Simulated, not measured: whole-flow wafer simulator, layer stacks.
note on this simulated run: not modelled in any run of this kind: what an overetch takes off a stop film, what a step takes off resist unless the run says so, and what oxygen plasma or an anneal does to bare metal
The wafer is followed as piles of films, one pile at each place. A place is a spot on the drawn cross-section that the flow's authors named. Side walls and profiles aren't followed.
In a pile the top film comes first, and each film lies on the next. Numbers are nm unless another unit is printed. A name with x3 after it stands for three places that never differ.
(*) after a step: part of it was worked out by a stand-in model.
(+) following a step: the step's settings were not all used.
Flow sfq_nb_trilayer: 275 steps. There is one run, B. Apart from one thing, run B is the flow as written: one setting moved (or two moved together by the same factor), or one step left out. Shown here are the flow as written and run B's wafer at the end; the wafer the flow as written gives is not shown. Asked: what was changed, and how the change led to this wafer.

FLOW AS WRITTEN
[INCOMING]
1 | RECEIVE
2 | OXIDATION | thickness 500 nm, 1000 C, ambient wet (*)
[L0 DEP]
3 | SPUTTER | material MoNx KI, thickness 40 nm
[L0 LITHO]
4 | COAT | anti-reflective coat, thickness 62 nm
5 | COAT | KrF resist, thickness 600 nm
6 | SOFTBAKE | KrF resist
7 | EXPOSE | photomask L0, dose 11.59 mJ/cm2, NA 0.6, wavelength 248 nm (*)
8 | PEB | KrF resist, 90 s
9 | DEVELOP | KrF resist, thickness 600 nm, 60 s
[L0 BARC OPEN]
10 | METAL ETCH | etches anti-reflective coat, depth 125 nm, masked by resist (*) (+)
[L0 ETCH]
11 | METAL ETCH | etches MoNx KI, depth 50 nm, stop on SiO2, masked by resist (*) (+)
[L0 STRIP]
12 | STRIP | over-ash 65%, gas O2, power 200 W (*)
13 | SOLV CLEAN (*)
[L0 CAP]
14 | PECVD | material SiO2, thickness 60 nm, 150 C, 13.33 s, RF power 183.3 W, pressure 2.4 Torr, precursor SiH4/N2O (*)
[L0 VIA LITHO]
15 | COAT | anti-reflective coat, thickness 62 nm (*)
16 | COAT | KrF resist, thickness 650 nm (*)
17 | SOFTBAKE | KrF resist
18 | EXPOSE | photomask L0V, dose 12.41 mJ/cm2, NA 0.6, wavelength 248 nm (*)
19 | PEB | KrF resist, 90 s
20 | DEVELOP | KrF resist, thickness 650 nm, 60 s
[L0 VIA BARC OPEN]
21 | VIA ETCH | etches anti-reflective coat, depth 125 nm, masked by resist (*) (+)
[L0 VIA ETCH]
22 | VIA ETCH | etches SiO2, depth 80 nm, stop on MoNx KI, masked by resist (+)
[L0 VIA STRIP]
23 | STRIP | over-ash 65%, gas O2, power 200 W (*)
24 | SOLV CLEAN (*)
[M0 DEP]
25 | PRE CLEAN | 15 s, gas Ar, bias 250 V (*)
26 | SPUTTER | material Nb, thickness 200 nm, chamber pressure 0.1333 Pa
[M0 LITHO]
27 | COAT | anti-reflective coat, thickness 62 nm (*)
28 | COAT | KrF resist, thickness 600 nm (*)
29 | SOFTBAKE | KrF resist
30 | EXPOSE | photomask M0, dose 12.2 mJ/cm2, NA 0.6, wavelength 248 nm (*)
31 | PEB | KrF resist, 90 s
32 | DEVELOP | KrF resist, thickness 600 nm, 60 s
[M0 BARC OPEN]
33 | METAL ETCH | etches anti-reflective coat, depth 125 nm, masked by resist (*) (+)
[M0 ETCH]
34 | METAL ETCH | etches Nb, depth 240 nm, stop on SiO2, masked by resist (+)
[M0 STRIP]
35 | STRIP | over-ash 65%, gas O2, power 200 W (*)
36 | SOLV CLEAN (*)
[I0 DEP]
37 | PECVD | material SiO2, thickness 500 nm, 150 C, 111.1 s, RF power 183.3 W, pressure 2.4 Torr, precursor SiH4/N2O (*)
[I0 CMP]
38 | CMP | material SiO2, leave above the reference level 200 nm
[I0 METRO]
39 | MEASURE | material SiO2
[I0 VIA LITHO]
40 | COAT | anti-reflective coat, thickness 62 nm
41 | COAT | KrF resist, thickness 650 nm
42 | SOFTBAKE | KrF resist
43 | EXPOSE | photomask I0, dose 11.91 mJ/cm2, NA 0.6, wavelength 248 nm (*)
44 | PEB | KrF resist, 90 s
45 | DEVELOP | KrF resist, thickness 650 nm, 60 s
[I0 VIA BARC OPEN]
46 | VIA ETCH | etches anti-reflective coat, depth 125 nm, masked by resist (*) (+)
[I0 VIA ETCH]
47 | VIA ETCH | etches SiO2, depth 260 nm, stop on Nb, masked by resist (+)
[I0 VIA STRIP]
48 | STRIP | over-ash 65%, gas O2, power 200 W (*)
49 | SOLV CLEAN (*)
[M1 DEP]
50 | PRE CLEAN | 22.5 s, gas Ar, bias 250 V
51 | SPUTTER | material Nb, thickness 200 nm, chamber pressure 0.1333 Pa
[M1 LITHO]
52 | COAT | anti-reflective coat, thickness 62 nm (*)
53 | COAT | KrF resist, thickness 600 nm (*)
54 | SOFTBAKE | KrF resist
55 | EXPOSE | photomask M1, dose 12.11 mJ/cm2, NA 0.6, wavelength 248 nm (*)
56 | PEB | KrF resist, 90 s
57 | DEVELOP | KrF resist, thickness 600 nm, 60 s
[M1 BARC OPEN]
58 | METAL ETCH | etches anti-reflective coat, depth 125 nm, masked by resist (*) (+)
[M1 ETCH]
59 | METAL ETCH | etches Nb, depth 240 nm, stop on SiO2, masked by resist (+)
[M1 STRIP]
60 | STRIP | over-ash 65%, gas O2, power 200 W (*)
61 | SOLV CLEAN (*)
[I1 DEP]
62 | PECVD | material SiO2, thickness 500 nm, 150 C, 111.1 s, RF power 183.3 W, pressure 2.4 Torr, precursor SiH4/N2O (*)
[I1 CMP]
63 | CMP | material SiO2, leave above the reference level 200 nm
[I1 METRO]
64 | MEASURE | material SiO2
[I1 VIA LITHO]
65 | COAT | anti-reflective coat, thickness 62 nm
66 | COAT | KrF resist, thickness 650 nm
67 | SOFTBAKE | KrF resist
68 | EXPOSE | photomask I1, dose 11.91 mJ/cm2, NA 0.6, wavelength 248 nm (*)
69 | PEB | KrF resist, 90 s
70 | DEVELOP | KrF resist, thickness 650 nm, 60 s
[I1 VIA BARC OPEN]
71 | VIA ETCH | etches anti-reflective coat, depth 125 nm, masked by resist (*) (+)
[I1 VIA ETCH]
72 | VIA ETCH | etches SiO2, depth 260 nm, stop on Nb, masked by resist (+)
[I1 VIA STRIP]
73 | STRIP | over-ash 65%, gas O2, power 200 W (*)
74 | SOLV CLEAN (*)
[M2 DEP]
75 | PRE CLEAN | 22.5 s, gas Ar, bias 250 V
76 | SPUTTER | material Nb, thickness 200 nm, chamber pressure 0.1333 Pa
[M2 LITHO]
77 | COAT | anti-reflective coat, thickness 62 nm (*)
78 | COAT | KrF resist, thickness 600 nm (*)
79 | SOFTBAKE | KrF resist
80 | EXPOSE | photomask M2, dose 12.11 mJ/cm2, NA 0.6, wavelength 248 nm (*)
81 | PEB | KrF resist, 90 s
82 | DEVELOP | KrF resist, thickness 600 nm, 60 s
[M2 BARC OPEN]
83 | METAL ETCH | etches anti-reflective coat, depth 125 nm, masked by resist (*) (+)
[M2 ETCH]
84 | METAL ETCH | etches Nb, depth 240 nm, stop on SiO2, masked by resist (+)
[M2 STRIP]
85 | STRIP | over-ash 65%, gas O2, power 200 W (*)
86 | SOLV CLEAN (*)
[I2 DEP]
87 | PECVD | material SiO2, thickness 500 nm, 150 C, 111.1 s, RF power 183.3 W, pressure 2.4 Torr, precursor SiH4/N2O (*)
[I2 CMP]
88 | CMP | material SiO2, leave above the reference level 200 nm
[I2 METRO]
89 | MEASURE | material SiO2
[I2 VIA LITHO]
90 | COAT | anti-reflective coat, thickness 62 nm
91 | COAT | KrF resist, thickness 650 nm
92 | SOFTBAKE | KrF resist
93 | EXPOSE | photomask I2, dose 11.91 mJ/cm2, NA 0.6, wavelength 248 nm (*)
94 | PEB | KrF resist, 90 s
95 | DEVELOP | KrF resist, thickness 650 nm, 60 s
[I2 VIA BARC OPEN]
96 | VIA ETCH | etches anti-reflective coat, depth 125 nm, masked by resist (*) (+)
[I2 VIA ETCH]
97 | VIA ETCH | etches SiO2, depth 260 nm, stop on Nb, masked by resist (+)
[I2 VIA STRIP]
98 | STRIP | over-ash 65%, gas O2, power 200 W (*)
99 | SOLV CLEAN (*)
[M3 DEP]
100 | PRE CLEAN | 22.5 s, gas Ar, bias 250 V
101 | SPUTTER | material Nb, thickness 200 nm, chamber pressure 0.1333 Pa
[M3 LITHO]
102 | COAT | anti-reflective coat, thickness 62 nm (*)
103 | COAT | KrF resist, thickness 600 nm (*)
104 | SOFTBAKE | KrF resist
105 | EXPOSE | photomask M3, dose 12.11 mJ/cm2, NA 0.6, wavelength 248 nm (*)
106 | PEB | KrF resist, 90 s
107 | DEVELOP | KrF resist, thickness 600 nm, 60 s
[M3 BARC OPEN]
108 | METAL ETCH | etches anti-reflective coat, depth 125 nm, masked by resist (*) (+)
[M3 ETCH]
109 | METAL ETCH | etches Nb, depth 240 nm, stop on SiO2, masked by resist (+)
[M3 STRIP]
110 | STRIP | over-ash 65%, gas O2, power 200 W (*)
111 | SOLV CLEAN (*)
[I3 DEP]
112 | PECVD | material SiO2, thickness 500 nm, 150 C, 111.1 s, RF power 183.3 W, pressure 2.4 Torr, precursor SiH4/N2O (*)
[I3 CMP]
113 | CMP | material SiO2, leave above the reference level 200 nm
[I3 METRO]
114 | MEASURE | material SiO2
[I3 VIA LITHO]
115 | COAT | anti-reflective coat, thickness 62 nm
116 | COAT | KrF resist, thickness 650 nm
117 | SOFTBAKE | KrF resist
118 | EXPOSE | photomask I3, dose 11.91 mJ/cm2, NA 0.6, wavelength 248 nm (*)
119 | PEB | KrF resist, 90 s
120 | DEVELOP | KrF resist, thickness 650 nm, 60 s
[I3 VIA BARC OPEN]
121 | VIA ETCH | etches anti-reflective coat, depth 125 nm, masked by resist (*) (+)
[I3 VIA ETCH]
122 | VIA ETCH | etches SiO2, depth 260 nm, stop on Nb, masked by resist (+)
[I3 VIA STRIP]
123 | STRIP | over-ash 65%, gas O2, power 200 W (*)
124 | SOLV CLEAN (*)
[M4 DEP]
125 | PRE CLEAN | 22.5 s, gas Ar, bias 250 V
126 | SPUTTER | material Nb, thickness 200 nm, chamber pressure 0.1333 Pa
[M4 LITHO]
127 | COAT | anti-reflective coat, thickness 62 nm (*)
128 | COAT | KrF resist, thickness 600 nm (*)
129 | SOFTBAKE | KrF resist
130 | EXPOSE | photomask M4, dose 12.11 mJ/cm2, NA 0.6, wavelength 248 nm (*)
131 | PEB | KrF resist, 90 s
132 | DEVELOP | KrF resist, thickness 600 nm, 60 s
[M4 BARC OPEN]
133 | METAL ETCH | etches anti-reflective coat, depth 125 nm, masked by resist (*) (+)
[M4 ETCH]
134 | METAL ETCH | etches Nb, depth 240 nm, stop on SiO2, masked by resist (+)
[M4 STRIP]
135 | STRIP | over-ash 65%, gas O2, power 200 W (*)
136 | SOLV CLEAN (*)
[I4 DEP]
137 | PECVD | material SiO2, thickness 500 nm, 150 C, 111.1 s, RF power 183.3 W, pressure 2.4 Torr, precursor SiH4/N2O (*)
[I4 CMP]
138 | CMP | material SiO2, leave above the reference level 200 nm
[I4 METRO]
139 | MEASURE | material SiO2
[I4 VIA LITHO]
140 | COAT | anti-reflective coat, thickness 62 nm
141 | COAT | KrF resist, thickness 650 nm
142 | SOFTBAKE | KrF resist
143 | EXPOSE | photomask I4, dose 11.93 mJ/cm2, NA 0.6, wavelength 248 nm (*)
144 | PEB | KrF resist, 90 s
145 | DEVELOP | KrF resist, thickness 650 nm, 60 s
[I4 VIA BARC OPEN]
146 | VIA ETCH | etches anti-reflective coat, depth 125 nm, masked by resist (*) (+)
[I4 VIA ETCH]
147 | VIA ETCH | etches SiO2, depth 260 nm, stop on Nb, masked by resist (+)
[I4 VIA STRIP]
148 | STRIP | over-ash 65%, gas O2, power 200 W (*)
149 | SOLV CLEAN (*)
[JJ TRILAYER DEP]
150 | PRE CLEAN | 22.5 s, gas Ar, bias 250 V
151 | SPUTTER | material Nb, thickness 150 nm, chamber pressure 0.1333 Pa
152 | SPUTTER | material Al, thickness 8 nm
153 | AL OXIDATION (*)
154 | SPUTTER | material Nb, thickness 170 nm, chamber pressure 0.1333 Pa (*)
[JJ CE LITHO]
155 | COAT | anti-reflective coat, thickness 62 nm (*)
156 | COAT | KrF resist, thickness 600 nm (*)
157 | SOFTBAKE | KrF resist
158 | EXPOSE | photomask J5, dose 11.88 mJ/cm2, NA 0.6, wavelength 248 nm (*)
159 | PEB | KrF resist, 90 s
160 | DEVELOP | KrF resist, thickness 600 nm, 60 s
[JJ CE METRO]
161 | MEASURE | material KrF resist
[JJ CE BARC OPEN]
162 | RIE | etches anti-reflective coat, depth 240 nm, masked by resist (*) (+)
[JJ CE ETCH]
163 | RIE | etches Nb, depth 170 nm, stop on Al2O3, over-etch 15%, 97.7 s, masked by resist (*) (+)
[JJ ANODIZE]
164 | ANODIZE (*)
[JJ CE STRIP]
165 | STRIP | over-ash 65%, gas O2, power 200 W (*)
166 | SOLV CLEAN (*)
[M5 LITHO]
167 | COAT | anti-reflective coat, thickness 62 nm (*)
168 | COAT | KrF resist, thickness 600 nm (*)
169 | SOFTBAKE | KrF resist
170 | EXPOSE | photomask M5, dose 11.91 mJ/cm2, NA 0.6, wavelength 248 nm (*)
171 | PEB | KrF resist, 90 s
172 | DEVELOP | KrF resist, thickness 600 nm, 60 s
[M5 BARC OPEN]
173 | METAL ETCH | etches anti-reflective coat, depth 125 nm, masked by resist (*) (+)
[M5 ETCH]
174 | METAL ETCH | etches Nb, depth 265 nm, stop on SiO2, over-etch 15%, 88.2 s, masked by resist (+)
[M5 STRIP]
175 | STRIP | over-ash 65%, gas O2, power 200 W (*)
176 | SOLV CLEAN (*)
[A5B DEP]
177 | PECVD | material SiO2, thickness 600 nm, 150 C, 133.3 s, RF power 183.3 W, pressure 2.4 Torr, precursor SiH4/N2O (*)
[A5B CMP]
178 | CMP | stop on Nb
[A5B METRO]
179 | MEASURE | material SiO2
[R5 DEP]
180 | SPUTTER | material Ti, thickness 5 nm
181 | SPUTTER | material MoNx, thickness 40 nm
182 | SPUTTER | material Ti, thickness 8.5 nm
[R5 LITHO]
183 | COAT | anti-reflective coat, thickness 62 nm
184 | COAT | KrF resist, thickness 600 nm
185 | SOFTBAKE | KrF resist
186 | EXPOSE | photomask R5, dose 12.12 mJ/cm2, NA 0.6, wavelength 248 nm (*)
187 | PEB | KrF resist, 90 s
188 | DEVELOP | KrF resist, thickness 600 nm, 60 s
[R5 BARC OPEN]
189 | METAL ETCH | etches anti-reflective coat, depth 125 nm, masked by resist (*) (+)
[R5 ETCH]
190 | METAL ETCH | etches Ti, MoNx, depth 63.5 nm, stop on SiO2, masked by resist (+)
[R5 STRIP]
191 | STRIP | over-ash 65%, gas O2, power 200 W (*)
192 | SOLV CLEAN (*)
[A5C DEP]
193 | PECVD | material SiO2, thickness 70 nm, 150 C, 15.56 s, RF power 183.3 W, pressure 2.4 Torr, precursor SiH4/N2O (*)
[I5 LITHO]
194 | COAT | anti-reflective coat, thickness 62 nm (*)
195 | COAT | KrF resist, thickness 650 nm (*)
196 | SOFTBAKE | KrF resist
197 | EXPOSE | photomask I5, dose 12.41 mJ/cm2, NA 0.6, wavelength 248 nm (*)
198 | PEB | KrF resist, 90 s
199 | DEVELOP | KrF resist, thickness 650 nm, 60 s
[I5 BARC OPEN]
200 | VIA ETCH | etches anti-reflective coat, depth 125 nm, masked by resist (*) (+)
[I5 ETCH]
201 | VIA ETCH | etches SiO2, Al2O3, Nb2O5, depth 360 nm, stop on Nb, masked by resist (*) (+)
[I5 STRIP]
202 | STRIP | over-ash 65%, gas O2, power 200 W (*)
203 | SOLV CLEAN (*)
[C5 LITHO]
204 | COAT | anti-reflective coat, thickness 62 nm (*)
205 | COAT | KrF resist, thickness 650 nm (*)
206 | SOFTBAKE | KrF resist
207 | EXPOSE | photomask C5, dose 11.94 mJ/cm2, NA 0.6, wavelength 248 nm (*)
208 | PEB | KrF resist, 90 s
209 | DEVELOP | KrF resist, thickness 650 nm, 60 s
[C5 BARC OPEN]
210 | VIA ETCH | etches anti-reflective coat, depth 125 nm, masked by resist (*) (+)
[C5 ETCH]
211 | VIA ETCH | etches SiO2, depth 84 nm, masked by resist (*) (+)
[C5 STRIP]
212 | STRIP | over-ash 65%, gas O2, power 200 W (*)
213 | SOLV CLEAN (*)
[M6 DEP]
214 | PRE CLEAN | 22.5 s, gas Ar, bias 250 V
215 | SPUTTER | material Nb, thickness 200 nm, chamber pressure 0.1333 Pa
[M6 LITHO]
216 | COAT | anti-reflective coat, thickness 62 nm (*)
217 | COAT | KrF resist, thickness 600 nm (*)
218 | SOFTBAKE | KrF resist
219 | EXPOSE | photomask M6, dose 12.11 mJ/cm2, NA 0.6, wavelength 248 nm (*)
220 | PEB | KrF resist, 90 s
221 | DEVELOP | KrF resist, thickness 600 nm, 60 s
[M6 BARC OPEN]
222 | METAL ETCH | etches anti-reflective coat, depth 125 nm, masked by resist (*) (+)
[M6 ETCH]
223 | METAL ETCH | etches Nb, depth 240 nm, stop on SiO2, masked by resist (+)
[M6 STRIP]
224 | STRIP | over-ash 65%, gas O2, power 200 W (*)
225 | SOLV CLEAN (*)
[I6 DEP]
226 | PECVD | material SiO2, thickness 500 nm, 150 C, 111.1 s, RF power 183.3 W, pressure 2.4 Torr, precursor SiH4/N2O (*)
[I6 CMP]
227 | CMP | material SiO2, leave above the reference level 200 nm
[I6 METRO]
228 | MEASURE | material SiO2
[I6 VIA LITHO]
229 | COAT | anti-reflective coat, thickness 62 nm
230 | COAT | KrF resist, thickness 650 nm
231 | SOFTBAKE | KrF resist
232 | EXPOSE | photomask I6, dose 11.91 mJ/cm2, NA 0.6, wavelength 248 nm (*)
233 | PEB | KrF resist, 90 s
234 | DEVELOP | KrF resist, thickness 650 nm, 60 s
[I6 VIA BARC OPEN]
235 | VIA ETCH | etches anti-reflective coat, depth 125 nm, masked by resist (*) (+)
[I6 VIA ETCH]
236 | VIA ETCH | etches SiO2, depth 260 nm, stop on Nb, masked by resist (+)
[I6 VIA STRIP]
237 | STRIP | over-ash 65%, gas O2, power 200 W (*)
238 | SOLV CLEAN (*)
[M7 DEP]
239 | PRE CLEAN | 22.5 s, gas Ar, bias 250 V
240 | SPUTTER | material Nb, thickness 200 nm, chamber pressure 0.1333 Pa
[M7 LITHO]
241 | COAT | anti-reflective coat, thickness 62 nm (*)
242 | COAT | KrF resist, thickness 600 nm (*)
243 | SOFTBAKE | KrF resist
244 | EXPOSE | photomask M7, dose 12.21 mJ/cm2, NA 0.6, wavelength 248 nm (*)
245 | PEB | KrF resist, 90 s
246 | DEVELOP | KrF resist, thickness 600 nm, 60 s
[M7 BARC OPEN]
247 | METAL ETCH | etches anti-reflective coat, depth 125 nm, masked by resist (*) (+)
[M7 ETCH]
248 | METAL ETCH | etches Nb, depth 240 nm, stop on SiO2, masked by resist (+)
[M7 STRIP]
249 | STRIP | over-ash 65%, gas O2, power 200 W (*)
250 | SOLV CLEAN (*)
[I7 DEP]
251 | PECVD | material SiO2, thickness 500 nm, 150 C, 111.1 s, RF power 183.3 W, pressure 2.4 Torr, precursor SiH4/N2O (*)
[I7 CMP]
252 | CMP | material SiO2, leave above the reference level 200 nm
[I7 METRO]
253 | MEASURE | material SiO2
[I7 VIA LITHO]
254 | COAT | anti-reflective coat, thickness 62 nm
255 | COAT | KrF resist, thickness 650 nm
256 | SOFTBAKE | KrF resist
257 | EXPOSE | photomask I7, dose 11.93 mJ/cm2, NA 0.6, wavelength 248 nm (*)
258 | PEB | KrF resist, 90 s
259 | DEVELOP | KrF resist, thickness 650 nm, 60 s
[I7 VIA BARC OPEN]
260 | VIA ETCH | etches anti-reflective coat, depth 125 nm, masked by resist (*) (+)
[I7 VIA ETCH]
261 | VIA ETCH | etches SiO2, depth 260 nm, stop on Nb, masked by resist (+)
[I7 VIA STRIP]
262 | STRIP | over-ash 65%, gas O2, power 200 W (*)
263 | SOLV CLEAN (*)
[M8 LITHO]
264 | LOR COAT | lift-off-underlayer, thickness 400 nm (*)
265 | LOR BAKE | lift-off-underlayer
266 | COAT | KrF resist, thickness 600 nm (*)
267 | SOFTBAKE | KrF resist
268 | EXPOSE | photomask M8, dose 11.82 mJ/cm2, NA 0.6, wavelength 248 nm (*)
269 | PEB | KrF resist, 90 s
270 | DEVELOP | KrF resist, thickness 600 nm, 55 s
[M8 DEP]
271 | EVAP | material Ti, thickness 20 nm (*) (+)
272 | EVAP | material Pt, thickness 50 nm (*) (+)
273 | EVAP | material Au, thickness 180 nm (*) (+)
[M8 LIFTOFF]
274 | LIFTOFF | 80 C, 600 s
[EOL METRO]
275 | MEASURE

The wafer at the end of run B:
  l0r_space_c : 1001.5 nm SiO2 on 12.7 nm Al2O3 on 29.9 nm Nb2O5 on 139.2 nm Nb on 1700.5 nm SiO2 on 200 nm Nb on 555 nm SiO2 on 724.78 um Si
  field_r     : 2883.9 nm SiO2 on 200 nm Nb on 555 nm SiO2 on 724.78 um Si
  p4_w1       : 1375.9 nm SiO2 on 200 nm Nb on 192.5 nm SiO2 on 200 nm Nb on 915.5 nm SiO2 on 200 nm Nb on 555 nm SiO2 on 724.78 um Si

What caused this: step 88, CMP: leave above the reference level 138 nm was run, though the flow has leave above the reference level 200 nm.

How this came from the change, step by step:
  88 | CMP | material SiO2, leave above the reference level 200 nm
      field_l, be, be_sur and 81 more: -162 SiO2 (it would be, as written: -100 SiO2)
      v_sur, via_wl, via_w and 18 more: -362 SiO2 (it would be, as written: -300 SiO2)
      (as well as at 1 more place)
  97 | VIA ETCH | etches SiO2, depth 260 nm, stop on Nb, masked by resist (+)
      field_l, v_sur, via_wl and 102 more: -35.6 KrF resist (it would be, as written: -44.8 KrF resist)
      via_w: -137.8 SiO2 (all of it) (it would be, as written: -199.8 SiO2 (all of it))
  101 | SPUTTER | material Nb, thickness 200 nm, chamber pressure 0.1333 Pa
      via_w: +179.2 Nb (it would be, as written: +165.5 Nb)
  102 | COAT | anti-reflective coat, thickness 62 nm (*)
      via_wl, via_wr: +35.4 anti-reflective coat (new film) (it would be, as written: +34.2 anti-reflective coat (new film))
      via_w: +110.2 anti-reflective coat (new film) (it would be, as written: +124.8 anti-reflective coat (new film))
  103 | COAT | KrF resist, thickness 600 nm (*)
      via_w: +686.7 KrF resist (new film) (it would be, as written: +737.9 KrF resist (new film))
  110 | STRIP | over-ash 65%, gas O2, power 200 W (*)
      via_wl, via_wr: -390.6 KrF resist (all of it), -35.4 anti-reflective coat (all of it) (it would be, as written: -384.2 KrF resist (all of it), -34.2 anti-reflective coat (all of it))
      via_w: -468.9 KrF resist (all of it), -110.2 anti-reflective coat (all of it) (it would be, as written: -520 KrF resist (all of it), -124.8 anti-reflective coat (all of it))
  112 | PECVD | material SiO2, thickness 500 nm, 150 C, 111.1 s, RF power 183.3 W, pressure 2.4 Torr, precursor SiH4/N2O (*)
      via_w: +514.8 SiO2 (new film) (it would be, as written: +615 SiO2 (new film))
  113 | CMP | material SiO2, leave above the reference level 200 nm
      via_w: -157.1 SiO2 (it would be, as written: -181.6 SiO2)
